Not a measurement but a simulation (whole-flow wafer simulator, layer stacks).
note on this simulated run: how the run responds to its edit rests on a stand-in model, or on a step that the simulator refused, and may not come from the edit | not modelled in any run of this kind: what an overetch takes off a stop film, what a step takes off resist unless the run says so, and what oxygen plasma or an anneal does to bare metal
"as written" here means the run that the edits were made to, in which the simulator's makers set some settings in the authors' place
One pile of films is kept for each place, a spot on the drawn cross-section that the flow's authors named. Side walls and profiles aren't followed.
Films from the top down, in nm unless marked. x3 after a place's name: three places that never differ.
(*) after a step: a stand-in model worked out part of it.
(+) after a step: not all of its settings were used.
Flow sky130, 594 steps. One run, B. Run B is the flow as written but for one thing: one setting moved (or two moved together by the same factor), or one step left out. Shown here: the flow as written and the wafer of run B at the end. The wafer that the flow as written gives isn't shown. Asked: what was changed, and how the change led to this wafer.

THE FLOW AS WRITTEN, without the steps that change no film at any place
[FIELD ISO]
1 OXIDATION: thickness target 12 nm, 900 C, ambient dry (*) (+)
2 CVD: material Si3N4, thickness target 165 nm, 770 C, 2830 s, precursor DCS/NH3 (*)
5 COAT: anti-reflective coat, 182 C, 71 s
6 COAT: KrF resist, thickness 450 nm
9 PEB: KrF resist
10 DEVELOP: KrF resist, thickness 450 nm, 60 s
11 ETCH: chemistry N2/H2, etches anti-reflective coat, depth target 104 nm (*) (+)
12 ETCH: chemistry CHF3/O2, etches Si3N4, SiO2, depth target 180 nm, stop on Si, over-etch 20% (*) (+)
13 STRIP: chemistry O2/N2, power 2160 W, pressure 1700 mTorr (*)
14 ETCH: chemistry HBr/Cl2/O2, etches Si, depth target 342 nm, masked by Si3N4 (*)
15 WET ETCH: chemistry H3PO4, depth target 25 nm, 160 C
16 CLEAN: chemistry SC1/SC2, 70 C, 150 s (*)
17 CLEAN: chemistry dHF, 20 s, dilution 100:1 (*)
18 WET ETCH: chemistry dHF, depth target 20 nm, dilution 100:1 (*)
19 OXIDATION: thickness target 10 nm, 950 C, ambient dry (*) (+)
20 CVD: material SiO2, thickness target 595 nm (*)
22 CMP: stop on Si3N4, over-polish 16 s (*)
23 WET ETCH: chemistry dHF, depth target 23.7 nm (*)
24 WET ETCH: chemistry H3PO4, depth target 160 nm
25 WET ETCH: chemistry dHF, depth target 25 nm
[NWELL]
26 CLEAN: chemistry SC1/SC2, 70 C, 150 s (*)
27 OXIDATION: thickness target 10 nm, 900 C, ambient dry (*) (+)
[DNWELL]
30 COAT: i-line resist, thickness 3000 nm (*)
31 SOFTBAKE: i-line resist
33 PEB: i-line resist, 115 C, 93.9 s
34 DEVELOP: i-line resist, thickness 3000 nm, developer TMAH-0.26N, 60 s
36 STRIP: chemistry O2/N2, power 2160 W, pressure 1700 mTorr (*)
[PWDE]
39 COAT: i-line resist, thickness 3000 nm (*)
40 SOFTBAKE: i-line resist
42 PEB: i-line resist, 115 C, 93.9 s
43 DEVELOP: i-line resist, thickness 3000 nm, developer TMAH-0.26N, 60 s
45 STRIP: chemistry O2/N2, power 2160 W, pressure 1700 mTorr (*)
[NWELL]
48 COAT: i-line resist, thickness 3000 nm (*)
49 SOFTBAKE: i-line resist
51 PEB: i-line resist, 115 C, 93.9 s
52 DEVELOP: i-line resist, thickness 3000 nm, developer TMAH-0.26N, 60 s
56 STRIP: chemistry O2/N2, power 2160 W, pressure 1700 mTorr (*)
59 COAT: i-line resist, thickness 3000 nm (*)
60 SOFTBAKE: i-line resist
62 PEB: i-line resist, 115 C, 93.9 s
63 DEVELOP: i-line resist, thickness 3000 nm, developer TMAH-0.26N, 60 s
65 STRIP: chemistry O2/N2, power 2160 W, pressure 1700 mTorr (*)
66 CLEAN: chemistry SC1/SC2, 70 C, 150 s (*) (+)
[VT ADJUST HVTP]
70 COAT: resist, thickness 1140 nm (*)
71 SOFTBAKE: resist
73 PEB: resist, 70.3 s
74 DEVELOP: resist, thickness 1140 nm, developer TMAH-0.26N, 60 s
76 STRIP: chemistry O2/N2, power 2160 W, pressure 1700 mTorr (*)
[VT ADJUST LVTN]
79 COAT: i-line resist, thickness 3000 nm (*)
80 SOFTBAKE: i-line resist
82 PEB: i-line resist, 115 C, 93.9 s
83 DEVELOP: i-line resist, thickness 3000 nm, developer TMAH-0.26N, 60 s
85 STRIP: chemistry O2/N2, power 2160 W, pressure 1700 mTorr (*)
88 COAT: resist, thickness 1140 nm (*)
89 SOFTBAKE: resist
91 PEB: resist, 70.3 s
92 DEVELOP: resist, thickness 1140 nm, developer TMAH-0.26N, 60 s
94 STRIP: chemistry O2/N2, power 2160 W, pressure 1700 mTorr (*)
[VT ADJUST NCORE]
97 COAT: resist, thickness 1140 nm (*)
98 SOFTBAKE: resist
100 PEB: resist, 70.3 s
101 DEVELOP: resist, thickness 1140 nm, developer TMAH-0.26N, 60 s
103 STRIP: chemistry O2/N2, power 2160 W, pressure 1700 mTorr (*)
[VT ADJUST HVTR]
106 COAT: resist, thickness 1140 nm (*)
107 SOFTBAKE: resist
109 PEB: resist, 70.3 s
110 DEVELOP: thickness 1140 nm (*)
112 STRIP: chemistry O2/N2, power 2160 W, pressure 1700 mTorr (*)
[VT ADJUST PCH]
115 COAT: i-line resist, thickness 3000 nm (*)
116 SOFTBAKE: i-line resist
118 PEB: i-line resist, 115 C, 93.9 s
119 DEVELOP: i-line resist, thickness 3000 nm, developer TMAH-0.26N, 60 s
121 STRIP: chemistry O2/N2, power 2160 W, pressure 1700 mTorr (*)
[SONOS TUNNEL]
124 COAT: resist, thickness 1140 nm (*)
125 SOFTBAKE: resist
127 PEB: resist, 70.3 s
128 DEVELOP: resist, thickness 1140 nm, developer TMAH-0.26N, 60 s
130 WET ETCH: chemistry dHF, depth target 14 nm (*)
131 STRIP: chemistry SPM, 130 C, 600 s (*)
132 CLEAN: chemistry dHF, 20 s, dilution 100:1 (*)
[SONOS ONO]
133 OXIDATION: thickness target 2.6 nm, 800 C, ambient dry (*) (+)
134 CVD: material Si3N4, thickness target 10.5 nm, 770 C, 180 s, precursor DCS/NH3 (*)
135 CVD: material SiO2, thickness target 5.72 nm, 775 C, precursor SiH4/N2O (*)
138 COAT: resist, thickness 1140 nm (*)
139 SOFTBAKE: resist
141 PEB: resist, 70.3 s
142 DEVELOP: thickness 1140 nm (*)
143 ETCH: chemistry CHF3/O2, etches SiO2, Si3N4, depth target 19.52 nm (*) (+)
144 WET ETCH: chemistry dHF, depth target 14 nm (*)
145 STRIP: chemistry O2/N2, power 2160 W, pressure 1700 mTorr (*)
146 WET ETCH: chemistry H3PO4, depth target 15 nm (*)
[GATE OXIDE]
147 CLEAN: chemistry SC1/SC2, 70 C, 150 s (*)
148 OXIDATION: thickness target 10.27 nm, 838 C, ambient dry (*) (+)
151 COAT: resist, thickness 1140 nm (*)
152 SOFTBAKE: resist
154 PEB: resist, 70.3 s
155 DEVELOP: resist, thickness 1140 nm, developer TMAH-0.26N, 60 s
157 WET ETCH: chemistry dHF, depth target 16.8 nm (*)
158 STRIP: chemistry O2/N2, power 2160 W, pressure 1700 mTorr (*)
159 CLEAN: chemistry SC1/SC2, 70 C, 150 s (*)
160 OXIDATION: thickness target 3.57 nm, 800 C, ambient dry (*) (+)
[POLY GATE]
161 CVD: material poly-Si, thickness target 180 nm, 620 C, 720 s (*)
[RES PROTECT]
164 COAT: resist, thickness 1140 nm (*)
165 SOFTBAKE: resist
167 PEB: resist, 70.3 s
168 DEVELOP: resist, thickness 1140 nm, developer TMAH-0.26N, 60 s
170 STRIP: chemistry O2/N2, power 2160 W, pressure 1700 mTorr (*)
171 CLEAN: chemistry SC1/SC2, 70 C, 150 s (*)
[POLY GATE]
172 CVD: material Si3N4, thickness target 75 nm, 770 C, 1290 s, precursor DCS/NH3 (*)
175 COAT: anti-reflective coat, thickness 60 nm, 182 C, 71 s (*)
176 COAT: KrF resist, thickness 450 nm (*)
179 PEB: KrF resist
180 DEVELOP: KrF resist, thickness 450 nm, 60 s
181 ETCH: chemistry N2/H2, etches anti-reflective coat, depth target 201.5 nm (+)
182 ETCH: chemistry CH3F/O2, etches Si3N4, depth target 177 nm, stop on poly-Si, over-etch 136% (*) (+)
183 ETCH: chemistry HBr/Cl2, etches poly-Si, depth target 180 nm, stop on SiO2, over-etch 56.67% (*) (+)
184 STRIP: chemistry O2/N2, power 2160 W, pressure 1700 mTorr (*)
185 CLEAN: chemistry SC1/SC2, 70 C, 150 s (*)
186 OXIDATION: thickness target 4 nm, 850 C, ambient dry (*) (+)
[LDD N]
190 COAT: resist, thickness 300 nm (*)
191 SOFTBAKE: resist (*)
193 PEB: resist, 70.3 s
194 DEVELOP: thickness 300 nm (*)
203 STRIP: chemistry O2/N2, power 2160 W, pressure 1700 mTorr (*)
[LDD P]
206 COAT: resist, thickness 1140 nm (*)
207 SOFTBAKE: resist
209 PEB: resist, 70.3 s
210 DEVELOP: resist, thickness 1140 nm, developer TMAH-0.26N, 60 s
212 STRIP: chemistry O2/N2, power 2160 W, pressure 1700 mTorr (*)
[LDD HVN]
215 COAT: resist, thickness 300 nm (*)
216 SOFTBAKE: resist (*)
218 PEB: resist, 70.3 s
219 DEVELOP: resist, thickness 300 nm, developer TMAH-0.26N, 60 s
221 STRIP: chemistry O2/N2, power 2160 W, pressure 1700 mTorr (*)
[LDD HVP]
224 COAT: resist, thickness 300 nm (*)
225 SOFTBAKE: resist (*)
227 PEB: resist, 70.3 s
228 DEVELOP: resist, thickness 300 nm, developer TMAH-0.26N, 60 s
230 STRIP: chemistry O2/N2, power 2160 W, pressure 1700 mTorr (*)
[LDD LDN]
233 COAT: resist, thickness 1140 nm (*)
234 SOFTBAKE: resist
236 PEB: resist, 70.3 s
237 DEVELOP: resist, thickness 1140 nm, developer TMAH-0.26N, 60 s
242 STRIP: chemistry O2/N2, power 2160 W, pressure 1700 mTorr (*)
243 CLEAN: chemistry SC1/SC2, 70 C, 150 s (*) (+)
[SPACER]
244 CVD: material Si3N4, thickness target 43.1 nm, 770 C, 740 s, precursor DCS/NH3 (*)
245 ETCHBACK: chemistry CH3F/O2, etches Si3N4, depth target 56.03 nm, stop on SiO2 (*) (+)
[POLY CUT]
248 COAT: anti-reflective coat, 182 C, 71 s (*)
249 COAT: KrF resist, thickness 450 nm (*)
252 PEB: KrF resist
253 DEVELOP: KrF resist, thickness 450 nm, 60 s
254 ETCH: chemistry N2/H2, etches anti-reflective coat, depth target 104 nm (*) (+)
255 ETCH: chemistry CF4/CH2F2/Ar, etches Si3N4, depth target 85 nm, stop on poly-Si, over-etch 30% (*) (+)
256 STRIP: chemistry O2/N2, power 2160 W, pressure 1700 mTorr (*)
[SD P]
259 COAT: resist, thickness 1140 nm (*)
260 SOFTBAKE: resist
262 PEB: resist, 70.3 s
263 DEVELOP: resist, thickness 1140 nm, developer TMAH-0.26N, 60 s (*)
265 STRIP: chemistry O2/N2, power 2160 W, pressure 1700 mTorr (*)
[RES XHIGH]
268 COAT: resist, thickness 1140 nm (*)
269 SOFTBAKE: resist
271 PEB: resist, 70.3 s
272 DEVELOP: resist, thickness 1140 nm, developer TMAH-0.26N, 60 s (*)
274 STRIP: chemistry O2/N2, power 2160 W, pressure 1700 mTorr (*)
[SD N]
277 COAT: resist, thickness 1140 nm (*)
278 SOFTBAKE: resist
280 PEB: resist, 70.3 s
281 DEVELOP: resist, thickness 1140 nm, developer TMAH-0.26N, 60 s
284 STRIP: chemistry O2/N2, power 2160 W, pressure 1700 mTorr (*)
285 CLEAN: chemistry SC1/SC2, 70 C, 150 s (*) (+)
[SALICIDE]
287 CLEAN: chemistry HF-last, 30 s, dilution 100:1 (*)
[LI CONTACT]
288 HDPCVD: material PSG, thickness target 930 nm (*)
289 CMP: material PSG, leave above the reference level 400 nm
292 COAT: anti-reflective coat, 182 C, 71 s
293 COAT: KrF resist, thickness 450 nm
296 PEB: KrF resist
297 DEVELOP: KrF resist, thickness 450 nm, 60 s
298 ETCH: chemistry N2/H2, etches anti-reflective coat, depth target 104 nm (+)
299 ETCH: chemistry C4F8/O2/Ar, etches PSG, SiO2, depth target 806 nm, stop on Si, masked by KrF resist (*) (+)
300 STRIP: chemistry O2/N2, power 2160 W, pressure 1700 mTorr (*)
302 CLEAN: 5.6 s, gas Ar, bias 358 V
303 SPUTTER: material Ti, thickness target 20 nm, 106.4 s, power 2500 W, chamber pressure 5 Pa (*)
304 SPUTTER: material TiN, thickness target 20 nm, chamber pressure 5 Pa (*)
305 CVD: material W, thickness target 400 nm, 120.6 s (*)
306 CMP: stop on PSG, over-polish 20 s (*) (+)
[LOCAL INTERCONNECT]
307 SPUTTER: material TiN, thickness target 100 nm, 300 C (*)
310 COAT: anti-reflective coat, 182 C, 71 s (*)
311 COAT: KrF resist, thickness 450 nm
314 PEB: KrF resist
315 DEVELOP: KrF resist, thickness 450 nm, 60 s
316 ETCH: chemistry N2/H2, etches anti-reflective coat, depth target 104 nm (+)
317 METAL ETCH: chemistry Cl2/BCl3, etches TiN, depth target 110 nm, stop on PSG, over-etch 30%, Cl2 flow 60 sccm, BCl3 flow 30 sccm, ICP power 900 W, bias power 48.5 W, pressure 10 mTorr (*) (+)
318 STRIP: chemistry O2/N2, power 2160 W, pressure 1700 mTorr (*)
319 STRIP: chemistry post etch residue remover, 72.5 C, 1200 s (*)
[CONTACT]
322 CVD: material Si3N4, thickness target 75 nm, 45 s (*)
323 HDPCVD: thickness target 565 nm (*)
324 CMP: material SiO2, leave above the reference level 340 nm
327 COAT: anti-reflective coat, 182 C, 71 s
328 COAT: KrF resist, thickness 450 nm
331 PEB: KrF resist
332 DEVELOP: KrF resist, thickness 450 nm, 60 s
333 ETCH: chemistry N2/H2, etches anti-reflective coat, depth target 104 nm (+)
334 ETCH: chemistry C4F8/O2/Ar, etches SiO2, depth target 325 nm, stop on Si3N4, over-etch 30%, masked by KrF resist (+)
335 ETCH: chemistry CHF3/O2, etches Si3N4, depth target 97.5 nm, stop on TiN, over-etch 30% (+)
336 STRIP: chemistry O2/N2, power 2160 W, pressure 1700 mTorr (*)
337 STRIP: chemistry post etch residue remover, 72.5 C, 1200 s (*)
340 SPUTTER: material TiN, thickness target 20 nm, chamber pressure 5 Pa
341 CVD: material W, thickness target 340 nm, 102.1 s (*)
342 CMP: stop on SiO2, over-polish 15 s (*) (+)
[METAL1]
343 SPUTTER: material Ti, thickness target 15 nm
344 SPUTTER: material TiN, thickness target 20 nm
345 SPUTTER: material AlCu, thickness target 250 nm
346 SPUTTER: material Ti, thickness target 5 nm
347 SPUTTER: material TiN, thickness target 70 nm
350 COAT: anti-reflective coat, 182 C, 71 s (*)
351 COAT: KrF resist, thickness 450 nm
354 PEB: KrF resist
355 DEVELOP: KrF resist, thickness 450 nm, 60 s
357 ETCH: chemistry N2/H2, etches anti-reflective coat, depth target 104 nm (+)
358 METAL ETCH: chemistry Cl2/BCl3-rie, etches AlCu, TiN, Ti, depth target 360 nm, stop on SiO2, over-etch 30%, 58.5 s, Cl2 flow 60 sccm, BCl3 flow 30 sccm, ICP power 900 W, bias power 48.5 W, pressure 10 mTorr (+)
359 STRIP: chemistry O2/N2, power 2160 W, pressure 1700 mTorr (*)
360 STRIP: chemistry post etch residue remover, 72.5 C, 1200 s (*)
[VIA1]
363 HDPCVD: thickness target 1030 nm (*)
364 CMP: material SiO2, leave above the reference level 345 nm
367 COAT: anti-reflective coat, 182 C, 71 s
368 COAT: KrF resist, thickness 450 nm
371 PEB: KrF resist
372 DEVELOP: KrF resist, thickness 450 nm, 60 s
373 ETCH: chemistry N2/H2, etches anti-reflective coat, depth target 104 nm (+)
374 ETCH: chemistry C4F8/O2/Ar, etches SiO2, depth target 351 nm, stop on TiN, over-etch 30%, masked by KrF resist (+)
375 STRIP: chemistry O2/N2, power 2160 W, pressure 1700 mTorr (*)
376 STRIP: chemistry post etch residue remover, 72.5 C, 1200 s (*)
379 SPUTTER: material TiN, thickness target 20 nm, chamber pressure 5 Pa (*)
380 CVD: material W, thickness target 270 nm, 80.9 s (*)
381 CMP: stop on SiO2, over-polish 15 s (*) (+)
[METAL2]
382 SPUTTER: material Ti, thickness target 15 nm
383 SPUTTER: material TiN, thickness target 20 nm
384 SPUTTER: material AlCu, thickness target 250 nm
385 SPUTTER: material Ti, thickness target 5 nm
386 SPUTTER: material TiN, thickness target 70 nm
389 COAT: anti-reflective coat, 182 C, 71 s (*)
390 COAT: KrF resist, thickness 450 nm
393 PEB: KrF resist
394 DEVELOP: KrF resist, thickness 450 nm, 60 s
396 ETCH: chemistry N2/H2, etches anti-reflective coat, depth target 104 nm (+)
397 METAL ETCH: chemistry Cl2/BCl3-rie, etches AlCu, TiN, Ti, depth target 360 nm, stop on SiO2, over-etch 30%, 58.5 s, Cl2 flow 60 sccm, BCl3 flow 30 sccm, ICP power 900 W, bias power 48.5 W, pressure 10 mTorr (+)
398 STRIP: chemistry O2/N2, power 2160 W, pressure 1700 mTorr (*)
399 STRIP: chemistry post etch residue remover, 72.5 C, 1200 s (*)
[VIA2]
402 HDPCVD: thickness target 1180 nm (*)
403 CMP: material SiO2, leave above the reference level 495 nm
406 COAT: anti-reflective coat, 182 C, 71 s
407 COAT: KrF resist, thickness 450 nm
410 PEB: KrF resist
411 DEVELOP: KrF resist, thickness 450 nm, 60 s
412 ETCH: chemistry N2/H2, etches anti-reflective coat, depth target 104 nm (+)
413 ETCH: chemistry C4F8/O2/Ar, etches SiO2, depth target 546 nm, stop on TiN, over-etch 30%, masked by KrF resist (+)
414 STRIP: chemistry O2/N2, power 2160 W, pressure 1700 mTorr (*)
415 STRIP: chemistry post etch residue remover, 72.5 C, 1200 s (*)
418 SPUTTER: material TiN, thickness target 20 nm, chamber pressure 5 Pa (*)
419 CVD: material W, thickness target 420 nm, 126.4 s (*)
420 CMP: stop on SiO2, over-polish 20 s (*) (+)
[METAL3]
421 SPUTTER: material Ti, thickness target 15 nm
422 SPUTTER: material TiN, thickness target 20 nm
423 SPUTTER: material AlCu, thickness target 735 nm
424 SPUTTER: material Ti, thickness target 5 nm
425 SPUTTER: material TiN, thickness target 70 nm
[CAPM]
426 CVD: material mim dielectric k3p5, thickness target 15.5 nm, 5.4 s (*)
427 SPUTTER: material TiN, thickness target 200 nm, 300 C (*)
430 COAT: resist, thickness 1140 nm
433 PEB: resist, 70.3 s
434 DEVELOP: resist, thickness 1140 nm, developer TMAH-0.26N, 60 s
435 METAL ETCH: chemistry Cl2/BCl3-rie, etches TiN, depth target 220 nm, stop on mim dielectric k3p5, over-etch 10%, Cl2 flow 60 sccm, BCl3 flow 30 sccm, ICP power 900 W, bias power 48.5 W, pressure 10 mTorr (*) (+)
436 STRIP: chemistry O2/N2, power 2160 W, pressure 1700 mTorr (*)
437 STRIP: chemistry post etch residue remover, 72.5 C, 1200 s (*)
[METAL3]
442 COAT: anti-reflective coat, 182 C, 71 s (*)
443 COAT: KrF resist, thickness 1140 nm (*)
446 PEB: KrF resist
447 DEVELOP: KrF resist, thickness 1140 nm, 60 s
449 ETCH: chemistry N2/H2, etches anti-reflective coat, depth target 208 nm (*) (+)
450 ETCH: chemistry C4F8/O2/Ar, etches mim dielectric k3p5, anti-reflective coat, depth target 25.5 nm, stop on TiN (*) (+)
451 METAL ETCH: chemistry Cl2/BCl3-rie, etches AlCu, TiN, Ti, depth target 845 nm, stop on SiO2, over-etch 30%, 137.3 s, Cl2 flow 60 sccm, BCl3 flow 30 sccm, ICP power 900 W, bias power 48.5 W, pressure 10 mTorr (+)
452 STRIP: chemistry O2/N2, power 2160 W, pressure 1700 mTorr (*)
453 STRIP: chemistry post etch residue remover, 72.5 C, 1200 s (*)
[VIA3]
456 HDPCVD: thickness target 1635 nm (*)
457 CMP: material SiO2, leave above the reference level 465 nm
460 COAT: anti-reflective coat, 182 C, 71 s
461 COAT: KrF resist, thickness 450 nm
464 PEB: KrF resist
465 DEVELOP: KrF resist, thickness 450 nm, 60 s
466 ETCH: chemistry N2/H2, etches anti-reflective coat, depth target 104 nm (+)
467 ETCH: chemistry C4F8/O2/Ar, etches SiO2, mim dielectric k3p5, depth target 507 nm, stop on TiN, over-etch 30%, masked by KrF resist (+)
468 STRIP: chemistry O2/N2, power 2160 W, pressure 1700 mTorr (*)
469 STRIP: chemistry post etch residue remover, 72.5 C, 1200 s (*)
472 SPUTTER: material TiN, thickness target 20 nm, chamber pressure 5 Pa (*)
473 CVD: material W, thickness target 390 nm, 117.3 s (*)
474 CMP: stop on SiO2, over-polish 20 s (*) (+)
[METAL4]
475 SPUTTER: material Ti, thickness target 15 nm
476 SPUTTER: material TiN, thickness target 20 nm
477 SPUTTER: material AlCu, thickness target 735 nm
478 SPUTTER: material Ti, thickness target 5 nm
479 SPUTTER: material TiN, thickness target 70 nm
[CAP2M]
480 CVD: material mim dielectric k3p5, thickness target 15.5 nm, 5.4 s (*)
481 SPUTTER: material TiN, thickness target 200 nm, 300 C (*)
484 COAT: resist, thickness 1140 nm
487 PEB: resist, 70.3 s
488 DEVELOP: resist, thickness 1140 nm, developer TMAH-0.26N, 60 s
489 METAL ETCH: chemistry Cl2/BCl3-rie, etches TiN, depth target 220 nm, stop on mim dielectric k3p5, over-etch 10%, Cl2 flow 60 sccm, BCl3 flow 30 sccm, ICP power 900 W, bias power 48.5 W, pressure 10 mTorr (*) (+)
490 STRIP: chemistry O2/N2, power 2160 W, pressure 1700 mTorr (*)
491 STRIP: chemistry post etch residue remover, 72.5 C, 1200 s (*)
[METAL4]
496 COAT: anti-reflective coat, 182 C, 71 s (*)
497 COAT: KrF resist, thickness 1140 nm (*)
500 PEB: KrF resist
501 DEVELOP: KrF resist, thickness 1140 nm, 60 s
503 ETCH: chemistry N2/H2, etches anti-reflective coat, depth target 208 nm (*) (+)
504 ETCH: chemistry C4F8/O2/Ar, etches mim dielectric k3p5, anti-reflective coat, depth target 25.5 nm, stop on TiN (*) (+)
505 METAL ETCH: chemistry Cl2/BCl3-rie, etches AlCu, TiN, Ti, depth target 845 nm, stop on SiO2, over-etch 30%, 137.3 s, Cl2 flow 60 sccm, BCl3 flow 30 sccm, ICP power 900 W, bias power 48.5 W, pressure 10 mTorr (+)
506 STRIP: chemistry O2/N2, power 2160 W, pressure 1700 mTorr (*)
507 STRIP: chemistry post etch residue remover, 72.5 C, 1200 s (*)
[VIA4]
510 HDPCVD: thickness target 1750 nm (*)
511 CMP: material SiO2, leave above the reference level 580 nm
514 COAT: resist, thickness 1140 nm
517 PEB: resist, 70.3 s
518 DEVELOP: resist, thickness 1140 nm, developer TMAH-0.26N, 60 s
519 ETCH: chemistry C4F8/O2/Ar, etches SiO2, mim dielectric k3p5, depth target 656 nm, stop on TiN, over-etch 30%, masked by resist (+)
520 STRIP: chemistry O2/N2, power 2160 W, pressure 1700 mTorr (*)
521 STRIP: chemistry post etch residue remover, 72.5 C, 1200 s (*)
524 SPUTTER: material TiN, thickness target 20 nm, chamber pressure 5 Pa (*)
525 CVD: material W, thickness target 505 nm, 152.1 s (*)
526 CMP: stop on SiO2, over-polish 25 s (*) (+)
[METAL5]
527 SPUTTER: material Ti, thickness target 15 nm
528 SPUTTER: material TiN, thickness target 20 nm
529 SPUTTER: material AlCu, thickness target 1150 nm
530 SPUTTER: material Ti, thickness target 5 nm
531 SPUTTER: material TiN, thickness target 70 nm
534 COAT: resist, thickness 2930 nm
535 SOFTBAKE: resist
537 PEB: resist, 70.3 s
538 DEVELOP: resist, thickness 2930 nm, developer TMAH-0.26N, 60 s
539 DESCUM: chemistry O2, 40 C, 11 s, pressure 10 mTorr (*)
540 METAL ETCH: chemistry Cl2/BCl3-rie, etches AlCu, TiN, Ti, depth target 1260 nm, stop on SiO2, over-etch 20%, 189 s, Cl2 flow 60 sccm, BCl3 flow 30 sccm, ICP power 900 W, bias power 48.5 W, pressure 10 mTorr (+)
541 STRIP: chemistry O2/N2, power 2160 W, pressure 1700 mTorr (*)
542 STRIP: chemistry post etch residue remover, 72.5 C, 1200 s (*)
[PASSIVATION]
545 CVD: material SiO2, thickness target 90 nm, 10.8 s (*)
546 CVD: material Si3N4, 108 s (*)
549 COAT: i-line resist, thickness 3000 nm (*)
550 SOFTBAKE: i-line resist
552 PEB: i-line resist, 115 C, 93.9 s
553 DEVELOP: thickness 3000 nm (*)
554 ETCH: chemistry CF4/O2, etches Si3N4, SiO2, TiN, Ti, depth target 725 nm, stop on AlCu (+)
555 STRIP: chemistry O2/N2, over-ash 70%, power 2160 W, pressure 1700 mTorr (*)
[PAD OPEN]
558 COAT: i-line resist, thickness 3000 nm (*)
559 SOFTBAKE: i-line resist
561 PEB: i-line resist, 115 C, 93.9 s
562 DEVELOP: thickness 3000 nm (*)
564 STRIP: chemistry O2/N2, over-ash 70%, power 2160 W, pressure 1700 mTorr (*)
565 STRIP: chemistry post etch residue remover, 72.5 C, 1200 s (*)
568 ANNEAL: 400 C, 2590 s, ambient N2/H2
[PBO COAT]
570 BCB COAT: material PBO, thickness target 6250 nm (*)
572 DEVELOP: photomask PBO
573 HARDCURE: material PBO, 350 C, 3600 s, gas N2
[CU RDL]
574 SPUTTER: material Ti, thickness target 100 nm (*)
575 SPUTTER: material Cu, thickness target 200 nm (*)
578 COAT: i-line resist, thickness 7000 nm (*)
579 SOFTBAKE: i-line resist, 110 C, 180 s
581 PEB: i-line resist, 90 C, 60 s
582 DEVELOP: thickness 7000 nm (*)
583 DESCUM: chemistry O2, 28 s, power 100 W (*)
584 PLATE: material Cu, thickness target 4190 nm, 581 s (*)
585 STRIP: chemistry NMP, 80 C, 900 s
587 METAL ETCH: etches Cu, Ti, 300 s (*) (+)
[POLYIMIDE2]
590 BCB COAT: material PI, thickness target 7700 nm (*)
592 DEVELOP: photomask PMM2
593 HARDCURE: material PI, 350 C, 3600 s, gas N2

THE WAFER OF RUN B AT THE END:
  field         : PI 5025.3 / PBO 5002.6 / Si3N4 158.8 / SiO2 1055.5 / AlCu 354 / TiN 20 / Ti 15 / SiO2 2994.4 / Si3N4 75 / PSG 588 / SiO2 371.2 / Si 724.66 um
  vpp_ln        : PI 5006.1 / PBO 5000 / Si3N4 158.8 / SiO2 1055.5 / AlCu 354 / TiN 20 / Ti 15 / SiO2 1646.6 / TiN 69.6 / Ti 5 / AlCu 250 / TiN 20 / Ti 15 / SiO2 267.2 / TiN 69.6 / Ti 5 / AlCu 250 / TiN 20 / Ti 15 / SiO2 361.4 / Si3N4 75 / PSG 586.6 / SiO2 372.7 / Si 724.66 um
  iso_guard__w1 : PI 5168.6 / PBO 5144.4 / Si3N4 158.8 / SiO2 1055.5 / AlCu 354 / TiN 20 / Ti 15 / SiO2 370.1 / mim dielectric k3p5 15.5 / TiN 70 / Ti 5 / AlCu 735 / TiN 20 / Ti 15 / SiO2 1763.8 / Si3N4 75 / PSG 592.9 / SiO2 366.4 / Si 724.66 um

The cause: step 505, METAL ETCH: depth target 346.4 nm was run, where the flow has depth target 845 nm; step 505, METAL ETCH: 56.3 s was run, where the flow has 137.3 s.

How the change led to this, step by step:
  505 METAL ETCH: chemistry Cl2/BCl3-rie, etches AlCu, TiN, Ti, depth target 845 nm, stop on SiO2, over-etch 30%, 137.3 s, Cl2 flow 60 sccm, BCl3 flow 30 sccm, ICP power 900 W, bias power 48.5 W, pressure 10 mTorr (+)
      field, gate, spacer and 68 more: TiN -70 (all of it), Ti -5 (all of it), AlCu -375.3 (as written it would be: TiN -70 (all of it), Ti -5 (all of it), AlCu -735 (all of it), TiN -20 (all of it), Ti -15 (all of it), SiO2 -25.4)
      active, vpp_iso1, mim_edge_plate and 14 more: TiN -70 (all of it), Ti -5 (all of it), AlCu -375.3 (as written it would be: TiN -70 (all of it), Ti -5 (all of it), AlCu -735 (all of it), TiN -20 (all of it), Ti -15 (all of it), SiO2 -25.3)
      (and at 105 more places)
  506 STRIP: chemistry O2/N2, power 2160 W, pressure 1700 mTorr (*)
      n_well, p_well, gate_hv and 83 more: KrF resist -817 (all of it), anti-reflective coat -80 (all of it) (as written it would be: KrF resist -492.9 (all of it), anti-reflective coat -80 (all of it))
      vcap_hvt, varactor_hvt_edge, varactor_hvt_sp: KrF resist -818.6 (all of it), anti-reflective coat -80.3 (all of it) (as written it would be: KrF resist -494.5 (all of it), anti-reflective coat -80.3 (all of it))
      (and at 16 more places)
  507 STRIP: chemistry post etch residue remover, 72.5 C, 1200 s (*)
      field, active, gate and 85 more: AlCu -5.72 (as written it would be: nothing)
  510 HDPCVD: thickness target 1750 nm (*)
      field, active, gate and 85 more: SiO2 +1750 (new film) (as written it would be: SiO2 +1750)
  511 CMP: material SiO2, leave above the reference level 580 nm
      field, active, gate and 77 more: SiO2 -789 (as written it would be: SiO2 -374.7)
      iso_guard__w1, mim_edge_gap, vpp_l1ln, vpp_m3ln, rpm_encl, via2_enc, rpm_encl_psd, iso_guard_nsd_tip: SiO2 -789 (as written it would be: SiO2 -374.6)
Counting metal films that touch as one body, field has 1 body; the flow as written gives 0 bodies.
Counting metal films that touch as one body, vpp_ln has 3 bodies (between them, from the top down: SiO2 1646.6; SiO2 267.2); the flow as written gives 2 bodies (between them, from the top down: SiO2 267.2).
Counting metal films that touch as one body, iso_guard__w1 has 2 bodies (between them, from the top down: SiO2 370.1 / mim dielectric k3p5 15.5); the flow as written gives 1 body.
